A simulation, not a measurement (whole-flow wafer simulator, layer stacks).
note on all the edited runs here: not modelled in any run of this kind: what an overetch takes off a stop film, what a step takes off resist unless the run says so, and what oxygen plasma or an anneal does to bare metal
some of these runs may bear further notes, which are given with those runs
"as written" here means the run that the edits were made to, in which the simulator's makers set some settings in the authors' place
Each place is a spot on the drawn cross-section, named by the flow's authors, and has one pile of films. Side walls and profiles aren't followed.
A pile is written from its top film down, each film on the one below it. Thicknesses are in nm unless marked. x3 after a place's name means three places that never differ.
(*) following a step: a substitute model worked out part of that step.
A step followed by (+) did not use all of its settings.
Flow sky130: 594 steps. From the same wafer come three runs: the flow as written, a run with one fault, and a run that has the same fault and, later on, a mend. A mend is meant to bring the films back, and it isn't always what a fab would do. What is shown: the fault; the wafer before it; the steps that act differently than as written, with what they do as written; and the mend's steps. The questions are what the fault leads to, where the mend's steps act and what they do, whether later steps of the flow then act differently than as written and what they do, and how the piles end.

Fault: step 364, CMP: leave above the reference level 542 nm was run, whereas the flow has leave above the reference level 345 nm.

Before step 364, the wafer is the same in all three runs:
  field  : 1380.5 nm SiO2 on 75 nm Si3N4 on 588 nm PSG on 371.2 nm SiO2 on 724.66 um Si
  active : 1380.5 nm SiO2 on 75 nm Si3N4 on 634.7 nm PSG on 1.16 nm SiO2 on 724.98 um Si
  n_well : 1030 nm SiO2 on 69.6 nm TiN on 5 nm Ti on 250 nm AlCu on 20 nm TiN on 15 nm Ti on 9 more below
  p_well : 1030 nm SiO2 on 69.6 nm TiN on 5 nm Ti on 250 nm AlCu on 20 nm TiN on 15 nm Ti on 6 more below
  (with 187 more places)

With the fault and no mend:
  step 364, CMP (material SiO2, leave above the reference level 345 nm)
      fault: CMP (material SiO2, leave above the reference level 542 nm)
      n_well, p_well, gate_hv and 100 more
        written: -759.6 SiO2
        fault: -562.6 SiO2
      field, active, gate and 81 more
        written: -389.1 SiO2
        fault: -192.1 SiO2
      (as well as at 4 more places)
  Steps further on in the flow that do not act as written (not shown: 12 more steps that differ only slightly, by at most 2% or 0.5 nm, whichever is larger):
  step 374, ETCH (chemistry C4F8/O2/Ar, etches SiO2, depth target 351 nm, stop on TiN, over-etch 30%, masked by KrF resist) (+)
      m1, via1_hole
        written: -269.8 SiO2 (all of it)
        fault: -351 SiO2
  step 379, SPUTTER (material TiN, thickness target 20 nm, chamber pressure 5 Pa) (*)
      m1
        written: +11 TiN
        fault: +9.52 TiN (new film)
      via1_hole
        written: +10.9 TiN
        fault: +9.52 TiN (new film)
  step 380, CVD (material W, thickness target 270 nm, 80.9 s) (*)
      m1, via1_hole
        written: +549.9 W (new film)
        fault: +632.1 W (new film)
  At field, active, n_well and 190 more, the piles at the end differ from the flow's by more than 2% or 0.5 nm, whichever is larger.
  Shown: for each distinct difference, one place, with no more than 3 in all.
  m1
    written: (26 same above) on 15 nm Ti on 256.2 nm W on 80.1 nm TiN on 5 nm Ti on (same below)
    fault: (26 same above) on 15 nm Ti on 338.4 nm W on 9.52 nm TiN on 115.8 nm SiO2 on 69.6 nm TiN on 5 nm Ti on (same below)
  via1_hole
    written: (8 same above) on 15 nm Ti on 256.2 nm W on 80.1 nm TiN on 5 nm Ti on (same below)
    fault: (8 same above) on 15 nm Ti on 338.4 nm W on 9.52 nm TiN on 115.8 nm SiO2 on 69.6 nm TiN on 5 nm Ti on (same below)
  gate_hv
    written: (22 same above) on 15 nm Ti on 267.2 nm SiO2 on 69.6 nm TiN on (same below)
    fault: (22 same above) on 15 nm Ti on 464.2 nm SiO2 on 69.6 nm TiN on (same below)

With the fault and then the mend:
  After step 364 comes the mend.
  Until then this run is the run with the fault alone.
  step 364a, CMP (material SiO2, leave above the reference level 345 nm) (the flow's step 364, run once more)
      field, active, n_well and 188 more
        -197 SiO2
  Every later step of the flow that is run acts as written at every place that is followed.
  At every place that both follow, the piles at the end match the flow's.
